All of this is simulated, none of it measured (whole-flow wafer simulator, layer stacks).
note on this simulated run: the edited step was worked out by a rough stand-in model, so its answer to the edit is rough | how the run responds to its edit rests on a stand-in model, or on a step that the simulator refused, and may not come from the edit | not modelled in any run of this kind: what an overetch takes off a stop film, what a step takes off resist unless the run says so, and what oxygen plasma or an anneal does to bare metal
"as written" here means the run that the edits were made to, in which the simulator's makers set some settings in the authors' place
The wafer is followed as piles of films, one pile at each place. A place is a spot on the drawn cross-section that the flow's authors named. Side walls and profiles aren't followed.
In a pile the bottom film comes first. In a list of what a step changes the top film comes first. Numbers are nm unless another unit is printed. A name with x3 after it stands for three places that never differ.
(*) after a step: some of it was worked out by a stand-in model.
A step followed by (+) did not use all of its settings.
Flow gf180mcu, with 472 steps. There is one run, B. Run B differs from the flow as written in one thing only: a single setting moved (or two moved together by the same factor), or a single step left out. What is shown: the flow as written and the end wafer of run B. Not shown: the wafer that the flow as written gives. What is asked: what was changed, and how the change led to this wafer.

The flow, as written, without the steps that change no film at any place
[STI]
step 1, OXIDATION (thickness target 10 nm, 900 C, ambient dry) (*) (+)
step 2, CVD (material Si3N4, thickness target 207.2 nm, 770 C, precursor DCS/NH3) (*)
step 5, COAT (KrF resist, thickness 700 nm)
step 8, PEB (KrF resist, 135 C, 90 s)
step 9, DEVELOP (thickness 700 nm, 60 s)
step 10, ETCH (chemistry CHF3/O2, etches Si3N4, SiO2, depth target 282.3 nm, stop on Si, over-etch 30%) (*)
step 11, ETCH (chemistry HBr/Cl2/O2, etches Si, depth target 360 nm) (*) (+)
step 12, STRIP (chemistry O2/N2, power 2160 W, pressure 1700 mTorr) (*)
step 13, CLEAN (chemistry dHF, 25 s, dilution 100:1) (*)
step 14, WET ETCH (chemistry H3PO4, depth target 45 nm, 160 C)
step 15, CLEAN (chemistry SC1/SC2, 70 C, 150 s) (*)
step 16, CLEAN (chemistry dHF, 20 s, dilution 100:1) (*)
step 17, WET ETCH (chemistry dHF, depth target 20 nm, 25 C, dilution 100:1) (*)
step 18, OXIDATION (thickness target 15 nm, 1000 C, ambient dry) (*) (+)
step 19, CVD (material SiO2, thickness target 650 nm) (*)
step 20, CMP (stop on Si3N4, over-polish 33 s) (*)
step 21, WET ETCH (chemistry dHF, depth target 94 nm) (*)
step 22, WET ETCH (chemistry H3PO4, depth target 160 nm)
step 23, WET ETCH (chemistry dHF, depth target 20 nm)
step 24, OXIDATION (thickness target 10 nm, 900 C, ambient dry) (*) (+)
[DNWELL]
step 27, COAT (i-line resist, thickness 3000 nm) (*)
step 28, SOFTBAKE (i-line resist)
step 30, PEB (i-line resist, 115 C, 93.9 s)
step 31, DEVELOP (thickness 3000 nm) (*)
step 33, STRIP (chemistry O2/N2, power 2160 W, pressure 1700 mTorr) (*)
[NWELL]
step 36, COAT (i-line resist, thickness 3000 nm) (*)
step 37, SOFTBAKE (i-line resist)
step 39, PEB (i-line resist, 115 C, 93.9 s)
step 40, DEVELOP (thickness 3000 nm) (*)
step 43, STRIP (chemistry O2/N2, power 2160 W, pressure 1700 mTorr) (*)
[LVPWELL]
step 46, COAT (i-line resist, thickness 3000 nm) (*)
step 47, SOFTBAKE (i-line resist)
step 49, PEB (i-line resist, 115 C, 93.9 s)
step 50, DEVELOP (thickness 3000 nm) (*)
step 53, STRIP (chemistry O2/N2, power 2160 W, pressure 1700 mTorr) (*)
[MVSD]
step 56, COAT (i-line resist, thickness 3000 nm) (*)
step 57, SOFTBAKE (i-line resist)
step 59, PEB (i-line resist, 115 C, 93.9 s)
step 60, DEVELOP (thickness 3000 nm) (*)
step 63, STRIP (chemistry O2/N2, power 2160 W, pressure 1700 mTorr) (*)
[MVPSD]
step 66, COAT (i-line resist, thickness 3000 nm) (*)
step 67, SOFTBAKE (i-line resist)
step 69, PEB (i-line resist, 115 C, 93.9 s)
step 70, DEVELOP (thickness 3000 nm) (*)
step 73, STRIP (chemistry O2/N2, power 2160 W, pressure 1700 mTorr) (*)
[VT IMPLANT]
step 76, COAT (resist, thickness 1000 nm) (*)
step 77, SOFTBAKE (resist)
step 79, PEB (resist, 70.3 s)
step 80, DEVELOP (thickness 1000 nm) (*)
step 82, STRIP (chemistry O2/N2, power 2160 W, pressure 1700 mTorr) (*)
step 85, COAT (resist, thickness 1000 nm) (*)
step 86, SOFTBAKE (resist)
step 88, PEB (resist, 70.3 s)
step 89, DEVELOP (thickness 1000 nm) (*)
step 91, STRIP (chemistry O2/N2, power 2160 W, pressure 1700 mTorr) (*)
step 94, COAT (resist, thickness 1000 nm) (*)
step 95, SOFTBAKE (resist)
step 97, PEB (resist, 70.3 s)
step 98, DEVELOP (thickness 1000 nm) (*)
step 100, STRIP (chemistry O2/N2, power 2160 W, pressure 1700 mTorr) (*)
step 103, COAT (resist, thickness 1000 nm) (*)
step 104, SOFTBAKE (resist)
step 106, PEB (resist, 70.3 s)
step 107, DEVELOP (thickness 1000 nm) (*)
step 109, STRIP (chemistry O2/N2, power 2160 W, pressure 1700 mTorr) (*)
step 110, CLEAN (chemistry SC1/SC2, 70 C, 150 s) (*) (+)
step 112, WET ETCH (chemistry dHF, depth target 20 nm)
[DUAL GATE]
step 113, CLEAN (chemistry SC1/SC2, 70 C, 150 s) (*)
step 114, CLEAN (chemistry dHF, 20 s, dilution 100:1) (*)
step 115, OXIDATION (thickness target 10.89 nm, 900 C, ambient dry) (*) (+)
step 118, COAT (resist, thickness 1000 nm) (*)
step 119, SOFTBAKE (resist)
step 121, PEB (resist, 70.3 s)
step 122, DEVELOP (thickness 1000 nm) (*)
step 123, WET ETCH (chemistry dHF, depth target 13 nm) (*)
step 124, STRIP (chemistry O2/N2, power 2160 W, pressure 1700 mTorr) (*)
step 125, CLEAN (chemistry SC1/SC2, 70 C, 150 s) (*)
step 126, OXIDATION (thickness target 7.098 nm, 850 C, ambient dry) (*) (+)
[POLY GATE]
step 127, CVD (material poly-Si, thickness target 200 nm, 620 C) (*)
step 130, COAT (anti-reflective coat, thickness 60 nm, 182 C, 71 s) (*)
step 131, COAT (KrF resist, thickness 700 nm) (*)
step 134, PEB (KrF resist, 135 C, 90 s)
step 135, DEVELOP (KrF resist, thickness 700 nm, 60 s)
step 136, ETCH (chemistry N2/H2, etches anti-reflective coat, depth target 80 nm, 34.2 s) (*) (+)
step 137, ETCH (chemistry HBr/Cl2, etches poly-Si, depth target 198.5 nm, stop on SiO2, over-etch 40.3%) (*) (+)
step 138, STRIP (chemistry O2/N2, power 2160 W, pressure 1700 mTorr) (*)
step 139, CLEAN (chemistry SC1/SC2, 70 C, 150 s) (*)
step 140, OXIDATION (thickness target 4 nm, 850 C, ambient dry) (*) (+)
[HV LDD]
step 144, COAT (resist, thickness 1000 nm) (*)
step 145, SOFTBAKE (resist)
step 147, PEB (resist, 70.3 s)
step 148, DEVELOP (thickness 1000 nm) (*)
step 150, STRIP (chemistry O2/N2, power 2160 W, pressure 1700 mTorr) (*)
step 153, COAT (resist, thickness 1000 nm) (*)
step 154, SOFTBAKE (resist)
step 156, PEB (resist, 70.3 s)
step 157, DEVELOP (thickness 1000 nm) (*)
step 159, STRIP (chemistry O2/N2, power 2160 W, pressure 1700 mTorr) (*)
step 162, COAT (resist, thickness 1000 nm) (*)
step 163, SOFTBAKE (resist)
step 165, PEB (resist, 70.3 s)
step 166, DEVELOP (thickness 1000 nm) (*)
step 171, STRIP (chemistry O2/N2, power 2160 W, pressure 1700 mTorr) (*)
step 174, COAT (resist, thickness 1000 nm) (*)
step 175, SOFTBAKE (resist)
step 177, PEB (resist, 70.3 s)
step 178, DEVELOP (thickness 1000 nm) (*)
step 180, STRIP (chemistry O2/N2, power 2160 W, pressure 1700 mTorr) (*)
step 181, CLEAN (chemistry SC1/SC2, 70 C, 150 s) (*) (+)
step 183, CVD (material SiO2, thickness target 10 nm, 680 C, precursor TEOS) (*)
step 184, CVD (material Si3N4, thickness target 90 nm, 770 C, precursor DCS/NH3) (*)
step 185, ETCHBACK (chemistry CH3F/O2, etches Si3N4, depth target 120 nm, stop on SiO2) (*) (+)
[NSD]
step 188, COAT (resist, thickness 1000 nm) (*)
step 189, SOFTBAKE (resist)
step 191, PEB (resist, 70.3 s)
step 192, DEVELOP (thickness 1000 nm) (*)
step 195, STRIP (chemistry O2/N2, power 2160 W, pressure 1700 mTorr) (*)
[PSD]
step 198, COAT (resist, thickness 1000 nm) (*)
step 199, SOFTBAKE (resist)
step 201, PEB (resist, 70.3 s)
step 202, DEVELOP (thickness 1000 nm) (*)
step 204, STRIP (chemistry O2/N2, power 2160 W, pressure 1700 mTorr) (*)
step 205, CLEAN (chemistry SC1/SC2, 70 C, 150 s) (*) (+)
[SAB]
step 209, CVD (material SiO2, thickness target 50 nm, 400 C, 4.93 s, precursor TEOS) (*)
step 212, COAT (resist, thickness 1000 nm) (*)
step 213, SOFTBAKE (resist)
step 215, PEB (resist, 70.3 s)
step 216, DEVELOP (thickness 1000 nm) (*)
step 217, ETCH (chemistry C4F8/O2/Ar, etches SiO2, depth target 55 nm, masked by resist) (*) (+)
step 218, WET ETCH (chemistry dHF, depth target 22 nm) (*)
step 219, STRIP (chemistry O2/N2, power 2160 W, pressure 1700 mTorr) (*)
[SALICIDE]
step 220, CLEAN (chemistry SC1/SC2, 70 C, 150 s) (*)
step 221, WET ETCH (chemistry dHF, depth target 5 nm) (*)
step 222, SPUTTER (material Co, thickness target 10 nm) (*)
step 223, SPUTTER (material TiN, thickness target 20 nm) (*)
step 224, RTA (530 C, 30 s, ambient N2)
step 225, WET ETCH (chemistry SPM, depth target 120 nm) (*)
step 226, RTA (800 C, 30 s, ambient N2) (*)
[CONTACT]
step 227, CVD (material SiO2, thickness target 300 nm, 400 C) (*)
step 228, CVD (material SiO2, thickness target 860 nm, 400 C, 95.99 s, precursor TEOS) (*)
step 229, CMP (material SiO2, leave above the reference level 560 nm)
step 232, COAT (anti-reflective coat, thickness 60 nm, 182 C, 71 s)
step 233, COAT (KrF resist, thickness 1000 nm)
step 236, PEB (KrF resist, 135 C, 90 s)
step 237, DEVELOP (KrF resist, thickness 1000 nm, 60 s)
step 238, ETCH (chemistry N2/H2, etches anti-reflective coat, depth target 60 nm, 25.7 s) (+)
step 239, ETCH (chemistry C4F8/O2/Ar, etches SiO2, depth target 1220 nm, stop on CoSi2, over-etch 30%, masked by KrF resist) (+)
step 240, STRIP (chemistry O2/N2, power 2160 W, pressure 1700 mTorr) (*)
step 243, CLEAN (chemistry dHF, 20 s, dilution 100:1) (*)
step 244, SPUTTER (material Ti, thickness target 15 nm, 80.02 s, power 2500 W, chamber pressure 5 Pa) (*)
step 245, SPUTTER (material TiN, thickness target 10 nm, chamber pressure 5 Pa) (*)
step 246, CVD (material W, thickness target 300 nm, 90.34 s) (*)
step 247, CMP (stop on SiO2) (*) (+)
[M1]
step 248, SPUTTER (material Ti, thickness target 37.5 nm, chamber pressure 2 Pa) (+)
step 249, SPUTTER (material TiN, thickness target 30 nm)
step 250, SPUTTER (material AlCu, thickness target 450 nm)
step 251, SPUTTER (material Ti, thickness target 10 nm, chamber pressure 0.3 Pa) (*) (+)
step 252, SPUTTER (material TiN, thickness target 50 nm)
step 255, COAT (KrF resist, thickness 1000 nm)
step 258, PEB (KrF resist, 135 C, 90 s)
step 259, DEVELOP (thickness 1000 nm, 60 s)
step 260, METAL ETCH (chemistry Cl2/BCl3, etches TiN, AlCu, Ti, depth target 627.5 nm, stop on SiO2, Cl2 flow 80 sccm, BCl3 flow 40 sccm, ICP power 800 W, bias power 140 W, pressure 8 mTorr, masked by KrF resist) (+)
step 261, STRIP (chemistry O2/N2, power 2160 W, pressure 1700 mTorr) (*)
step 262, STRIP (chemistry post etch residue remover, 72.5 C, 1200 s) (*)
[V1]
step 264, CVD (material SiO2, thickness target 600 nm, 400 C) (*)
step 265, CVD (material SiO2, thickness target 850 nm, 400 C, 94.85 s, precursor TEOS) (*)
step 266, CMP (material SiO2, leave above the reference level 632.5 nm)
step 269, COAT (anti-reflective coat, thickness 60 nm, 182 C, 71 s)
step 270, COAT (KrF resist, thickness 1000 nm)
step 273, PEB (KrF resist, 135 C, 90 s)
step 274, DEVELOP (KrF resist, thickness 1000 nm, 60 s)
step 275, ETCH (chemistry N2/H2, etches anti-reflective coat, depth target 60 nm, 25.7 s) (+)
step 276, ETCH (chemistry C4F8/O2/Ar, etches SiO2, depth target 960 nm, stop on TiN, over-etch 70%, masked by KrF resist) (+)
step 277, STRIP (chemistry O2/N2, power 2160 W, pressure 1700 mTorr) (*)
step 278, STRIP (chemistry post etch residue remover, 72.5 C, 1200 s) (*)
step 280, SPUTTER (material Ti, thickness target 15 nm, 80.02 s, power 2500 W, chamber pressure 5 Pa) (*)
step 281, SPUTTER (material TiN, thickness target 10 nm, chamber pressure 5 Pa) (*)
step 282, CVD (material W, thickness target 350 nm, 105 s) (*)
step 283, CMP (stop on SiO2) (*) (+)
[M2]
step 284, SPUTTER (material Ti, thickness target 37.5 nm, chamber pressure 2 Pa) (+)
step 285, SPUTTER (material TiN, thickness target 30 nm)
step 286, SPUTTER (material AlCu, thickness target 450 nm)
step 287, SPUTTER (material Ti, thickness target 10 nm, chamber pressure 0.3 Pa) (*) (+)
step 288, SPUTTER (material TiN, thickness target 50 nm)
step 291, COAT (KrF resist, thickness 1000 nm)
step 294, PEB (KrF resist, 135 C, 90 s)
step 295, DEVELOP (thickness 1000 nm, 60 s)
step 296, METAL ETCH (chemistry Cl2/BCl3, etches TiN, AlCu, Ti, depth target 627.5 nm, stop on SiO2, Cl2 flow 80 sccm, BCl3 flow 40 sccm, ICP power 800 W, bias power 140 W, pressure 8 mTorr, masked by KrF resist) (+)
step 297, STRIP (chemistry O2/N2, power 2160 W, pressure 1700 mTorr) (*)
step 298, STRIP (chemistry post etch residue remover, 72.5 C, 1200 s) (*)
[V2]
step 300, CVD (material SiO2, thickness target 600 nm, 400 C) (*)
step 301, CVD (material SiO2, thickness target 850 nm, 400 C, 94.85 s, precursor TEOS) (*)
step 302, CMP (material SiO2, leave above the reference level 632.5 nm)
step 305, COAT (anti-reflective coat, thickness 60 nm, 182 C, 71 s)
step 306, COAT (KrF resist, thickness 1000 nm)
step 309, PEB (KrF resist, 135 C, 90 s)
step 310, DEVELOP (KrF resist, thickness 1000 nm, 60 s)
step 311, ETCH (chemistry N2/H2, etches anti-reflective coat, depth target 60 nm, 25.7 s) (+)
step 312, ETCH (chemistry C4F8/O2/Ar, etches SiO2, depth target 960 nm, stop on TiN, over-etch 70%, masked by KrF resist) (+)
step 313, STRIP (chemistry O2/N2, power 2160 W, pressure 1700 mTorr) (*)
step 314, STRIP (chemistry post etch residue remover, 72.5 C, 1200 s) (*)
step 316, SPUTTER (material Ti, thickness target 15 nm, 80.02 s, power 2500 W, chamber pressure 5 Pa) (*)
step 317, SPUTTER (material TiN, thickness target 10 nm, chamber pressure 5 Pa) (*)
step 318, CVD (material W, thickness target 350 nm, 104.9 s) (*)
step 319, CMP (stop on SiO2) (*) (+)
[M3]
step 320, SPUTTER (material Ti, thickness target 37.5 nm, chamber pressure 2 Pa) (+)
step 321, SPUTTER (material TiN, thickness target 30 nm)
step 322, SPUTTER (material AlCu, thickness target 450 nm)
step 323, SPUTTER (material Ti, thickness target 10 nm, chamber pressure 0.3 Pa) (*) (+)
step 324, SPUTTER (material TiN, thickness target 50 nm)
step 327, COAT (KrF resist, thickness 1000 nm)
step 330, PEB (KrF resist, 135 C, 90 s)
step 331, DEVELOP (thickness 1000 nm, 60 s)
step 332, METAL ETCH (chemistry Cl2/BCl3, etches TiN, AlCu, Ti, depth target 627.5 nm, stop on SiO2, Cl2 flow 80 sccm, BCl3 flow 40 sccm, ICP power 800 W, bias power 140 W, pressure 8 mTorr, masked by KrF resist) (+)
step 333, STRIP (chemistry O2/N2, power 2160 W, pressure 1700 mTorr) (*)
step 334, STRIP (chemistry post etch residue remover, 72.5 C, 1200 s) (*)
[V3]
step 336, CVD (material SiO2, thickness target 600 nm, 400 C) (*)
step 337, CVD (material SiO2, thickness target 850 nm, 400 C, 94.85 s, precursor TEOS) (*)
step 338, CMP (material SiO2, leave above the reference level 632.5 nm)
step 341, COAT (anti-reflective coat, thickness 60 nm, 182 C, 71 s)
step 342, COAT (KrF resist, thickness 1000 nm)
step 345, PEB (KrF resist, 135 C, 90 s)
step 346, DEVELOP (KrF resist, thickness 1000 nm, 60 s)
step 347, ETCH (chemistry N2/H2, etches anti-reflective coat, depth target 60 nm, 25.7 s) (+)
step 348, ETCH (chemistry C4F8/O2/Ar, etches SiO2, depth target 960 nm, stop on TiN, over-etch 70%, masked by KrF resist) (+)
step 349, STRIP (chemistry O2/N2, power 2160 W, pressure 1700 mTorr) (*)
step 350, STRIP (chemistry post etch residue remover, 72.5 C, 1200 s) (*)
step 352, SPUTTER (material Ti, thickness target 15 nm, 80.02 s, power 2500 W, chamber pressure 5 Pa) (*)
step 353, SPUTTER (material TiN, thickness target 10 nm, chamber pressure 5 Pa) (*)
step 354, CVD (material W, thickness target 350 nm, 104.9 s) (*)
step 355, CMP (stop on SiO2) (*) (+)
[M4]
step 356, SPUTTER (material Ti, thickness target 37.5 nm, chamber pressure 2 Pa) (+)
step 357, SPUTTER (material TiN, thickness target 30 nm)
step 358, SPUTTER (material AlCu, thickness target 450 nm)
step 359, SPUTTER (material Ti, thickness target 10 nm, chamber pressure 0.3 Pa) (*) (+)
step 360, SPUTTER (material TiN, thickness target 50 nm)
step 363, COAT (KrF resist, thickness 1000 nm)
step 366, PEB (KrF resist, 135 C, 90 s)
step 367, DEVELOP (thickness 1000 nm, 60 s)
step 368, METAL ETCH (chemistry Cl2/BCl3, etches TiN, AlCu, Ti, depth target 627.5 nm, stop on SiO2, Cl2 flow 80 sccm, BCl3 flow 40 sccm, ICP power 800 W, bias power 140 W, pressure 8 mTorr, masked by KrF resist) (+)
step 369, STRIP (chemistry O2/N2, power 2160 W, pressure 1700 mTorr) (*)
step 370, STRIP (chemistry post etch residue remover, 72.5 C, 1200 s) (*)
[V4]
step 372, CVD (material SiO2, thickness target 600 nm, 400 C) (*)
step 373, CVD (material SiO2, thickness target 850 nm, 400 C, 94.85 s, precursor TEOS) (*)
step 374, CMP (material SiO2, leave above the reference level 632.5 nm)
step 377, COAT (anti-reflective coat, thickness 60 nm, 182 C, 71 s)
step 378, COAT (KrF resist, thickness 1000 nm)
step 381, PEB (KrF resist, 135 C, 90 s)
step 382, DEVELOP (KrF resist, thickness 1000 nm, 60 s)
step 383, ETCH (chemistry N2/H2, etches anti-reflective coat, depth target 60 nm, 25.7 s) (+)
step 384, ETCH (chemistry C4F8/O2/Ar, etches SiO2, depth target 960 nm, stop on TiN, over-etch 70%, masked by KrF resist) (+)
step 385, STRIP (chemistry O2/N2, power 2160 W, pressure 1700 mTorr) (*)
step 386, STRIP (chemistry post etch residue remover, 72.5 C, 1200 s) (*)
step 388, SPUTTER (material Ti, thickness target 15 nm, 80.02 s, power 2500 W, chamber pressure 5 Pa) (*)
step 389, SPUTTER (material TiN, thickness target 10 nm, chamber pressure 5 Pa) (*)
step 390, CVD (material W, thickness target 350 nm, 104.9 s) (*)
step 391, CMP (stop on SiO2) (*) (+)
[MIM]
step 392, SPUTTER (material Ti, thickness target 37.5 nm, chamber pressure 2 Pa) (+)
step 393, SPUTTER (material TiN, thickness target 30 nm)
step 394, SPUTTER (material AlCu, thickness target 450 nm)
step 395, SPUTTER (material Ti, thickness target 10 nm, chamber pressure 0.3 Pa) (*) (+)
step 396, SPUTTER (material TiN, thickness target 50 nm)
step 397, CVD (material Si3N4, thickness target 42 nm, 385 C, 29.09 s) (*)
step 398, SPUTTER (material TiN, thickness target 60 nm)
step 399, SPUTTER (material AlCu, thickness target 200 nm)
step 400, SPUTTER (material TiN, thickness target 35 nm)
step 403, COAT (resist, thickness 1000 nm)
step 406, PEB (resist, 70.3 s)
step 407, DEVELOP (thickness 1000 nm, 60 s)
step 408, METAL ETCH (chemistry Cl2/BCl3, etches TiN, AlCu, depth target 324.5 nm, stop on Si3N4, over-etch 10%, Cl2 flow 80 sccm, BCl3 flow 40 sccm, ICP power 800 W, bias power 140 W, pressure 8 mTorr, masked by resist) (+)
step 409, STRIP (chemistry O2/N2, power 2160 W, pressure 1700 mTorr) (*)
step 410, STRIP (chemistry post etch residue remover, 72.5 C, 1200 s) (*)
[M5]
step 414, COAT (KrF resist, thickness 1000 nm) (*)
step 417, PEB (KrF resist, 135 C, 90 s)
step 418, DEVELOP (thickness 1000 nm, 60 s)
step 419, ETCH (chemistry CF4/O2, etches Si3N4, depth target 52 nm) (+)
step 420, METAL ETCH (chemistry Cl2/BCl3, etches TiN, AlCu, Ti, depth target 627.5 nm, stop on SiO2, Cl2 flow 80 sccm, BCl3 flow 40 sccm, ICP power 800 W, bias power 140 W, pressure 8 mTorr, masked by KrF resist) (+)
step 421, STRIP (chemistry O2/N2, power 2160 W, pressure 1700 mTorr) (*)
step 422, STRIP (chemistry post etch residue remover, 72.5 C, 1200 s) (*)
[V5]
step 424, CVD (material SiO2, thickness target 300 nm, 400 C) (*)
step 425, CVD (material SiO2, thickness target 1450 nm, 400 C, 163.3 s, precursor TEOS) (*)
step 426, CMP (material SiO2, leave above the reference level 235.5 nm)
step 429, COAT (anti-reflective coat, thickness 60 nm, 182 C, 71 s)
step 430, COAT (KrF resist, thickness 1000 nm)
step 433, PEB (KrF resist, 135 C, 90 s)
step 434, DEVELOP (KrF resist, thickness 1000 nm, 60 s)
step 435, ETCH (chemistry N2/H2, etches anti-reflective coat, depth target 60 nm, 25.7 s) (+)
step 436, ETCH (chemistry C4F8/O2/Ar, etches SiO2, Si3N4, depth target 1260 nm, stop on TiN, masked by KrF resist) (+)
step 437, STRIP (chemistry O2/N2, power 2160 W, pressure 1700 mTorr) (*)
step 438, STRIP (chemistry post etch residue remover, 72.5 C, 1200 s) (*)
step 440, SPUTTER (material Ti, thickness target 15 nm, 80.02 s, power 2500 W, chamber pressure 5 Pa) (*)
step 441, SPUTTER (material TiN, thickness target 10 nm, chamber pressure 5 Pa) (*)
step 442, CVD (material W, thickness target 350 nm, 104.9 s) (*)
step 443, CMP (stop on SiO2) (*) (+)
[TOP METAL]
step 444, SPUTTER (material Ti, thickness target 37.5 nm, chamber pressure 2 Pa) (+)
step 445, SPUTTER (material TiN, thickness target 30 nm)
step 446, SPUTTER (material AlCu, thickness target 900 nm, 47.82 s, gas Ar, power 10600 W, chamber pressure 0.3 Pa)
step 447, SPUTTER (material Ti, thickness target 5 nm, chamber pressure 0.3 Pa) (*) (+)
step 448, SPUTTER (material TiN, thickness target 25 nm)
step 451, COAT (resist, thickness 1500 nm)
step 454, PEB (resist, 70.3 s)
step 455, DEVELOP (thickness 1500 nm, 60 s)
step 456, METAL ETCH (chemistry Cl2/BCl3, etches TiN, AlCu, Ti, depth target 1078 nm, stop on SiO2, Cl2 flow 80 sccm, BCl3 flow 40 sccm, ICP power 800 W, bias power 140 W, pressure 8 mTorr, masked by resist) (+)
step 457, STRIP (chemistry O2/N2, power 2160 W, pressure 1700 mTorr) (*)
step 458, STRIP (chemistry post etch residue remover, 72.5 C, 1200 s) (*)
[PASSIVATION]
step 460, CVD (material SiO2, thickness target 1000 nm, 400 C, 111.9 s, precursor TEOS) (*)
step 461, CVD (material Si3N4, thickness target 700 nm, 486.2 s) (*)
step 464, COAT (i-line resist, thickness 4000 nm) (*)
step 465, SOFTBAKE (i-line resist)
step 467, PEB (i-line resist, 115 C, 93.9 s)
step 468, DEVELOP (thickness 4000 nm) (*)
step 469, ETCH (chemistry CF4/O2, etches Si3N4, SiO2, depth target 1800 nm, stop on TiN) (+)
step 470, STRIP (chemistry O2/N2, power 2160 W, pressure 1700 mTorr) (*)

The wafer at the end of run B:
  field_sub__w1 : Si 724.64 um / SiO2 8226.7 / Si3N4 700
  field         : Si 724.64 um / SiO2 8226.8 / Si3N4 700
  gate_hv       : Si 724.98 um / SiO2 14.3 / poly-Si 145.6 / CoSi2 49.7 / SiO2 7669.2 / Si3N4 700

Cause: step 222, SPUTTER: thickness target 14.2 nm was run, whereas the flow has thickness target 10 nm.

Step by step, how the change led to this:
  step 222, SPUTTER (material Co, thickness target 10 nm) (*)
      field, field__w7, field__w8 and 72 more: Co gains 14.2 (new film) (in the flow as written it would be: Co gains 10 (new film))
      field__w6, field_sub, field_sub__w2: Co gains 14.1 (new film) (in the flow as written it would be: Co gains 9.95 (new film))
      (and at 33 other places as well)
  step 223, SPUTTER (material TiN, thickness target 20 nm) (*)
      field__w12: TiN gains 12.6 (new film) (in the flow as written it would be: TiN gains 12 (new film))
  step 224, RTA (530 C, 30 s, ambient N2)
      gate, gate_hv, gate_p and 22 more: under 1 film: CoSi gains 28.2 (new film), Co loses 14.2 (all of it), poly-Si loses 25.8 (in the flow as written it would be: under 1 film: CoSi gains 19.9 (new film), Co loses 10 (all of it), poly-Si loses 18.2)
      active, p_well, sd_n and 11 more: under 1 film: CoSi gains 28.2 (new film), Co loses 14.2 (all of it), Si loses 25.7 (in the flow as written it would be: under 1 film: CoSi gains 19.9 (new film), Co loses 10 (all of it), Si loses 18.1)
      (and at 10 other places as well)
  step 225, WET ETCH (chemistry SPM, depth target 120 nm) (*)
      field, field__w7, field__w8 and 32 more: TiN loses 20 (all of it), Co loses 14.2 (all of it) (in the flow as written it would be: TiN loses 20 (all of it), Co loses 10 (all of it))
      field__w9, nw_enc_fld_lv__w3: TiN loses 19.1 (all of it), Co loses 13.6 (all of it) (in the flow as written it would be: TiN loses 19.1 (all of it), Co loses 9.6 (all of it))
      (and at 25 other places as well)
  step 226, RTA (800 C, 30 s, ambient N2) (*)
      gate, gate_hv, gate_p and 22 more: CoSi2 gains 49.7 (new film), CoSi loses 28.2 (all of it), poly-Si loses 25.8 (in the flow as written it would be: CoSi2 gains 35 (new film), CoSi loses 19.9 (all of it), poly-Si loses 18.2)
      active, p_well, sd_n and 11 more: CoSi2 gains 49.7 (new film), CoSi loses 28.2 (all of it), Si loses 25.7 (in the flow as written it would be: CoSi2 gains 35 (new film), CoSi loses 19.9 (all of it), Si loses 18.1)
      (and at 10 other places as well)
